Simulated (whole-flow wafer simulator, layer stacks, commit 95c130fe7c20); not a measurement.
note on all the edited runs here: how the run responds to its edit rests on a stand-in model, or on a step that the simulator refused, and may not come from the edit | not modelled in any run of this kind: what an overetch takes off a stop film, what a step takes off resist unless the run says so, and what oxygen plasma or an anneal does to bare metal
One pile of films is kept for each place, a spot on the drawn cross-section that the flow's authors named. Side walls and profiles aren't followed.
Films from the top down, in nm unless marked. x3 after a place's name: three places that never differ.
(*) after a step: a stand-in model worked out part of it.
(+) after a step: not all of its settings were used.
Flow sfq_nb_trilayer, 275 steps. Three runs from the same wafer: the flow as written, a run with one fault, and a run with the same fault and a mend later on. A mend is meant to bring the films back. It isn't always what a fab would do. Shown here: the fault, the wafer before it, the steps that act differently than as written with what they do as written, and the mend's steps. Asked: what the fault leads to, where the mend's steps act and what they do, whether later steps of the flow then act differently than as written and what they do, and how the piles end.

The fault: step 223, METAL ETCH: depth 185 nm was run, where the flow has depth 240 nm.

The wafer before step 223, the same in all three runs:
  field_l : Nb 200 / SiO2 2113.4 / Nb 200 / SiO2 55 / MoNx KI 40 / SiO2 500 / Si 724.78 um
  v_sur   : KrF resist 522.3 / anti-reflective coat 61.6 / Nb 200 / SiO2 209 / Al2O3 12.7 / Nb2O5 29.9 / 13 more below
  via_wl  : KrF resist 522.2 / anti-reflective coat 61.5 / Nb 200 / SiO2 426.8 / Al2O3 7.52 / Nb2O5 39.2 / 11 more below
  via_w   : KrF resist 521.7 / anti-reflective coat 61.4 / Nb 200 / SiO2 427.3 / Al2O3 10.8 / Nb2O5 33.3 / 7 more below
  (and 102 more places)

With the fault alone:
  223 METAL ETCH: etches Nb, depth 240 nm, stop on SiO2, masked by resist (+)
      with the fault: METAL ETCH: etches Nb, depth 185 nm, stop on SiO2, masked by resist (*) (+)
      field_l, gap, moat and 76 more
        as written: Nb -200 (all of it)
        with the fault: Nb -185
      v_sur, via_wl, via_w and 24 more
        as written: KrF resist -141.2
        with the fault: KrF resist -108.8
  Later steps of the flow that act differently than as written:
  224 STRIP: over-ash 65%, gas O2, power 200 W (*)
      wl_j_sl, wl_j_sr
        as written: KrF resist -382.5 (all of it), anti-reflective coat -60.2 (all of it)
        with the fault: KrF resist -414.9 (all of it), anti-reflective coat -60.2 (all of it)
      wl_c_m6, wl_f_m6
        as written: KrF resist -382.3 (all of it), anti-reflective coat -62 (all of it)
        with the fault: KrF resist -414.6 (all of it), anti-reflective coat -62 (all of it)
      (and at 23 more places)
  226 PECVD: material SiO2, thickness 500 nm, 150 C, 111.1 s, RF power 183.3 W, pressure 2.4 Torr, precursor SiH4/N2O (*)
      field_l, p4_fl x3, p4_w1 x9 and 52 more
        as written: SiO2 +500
        with the fault: SiO2 +500 (new film)
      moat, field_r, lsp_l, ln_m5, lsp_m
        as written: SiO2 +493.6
        with the fault: SiO2 +494.1 (new film)
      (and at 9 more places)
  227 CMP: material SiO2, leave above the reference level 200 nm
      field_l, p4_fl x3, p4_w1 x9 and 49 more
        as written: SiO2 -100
        with the fault: SiO2 -115
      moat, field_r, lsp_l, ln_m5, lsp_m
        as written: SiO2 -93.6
        with the fault: SiO2 -109.1
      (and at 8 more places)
  At the end the piles differ from the flow's by more than 2% or 0.5 nm, whichever is larger, at field_l, gap, moat and 76 more.
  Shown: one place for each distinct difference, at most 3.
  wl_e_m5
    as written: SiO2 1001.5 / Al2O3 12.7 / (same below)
    with the fault: SiO2 777.5 / Nb 15 / SiO2 209 / Al2O3 12.7 / (same below)
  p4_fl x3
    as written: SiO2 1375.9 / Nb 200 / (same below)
    with the fault: SiO2 777.5 / Nb 15 / SiO2 583.4 / Nb 200 / (same below)
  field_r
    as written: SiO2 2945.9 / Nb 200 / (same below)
    with the fault: SiO2 777.5 / Nb 15 / SiO2 2153.4 / Nb 200 / (same below)

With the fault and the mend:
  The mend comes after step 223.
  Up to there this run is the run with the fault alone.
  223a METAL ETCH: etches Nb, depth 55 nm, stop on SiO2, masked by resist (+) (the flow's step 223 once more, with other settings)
      field_l, gap, moat and 76 more
        Nb -15 (all of it)
      v_sur, via_wl, via_w and 24 more
        KrF resist -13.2
  Later steps of the flow that act differently than as written:
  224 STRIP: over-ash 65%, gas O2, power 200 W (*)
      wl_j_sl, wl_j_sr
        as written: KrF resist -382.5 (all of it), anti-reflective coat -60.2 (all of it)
        with the mend: KrF resist -401.6 (all of it), anti-reflective coat -60.2 (all of it)
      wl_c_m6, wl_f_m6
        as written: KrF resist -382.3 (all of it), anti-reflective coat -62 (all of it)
        with the mend: KrF resist -401.4 (all of it), anti-reflective coat -62 (all of it)
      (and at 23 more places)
  At the end the piles are the same as the flow's at every place that both follow.
